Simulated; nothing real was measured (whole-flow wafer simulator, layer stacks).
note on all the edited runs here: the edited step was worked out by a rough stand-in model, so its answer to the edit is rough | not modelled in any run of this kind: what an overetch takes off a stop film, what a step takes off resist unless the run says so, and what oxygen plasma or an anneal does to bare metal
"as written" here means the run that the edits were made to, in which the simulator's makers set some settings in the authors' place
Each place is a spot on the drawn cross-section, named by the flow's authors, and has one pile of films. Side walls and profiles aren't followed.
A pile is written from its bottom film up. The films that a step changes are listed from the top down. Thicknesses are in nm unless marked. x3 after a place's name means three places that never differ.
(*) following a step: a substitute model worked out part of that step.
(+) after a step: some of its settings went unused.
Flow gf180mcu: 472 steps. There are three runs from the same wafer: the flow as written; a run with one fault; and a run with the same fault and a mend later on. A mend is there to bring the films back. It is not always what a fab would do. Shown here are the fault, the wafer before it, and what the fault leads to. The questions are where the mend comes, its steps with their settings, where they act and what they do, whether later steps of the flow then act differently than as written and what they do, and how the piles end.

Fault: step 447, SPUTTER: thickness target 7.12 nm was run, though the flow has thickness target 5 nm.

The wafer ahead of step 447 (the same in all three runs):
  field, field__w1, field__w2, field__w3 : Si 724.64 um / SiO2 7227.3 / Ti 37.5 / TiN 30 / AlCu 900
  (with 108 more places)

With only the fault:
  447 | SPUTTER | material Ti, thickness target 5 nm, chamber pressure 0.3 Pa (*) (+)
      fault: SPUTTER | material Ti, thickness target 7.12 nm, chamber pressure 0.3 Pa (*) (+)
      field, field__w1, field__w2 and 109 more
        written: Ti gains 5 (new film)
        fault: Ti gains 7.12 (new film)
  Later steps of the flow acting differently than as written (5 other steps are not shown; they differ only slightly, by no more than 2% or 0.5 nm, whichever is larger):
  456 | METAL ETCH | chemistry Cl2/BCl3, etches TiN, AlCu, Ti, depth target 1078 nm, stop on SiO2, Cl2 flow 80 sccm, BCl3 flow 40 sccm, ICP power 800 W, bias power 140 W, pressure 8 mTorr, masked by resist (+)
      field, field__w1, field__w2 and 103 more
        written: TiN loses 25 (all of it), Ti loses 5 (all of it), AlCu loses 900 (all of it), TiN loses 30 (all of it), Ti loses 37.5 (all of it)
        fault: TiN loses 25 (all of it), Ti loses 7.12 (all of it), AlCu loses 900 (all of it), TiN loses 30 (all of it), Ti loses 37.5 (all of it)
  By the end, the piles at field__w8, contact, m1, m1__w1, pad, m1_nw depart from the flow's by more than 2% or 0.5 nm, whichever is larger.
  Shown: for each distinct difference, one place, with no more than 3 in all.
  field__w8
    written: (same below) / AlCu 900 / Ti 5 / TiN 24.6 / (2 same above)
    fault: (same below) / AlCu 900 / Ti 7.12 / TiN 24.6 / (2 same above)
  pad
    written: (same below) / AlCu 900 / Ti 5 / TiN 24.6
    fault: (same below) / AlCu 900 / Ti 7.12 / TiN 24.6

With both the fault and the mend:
  After step 447 comes the mend.
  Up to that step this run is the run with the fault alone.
  447a | METAL ETCH | chemistry Cl2/BCl3, etches TiN, AlCu, Ti, depth target 2.12 nm, Cl2 flow 80 sccm, BCl3 flow 40 sccm, ICP power 800 W, bias power 140 W, pressure 8 mTorr (the flow's step 260, run once more with other settings)
      field, field__w1, field__w2 and 109 more
        Ti loses 2.12
  Every later step of the flow that is run acts as written at every place that is followed.
  At every place that both follow, the piles at the end match the flow's.
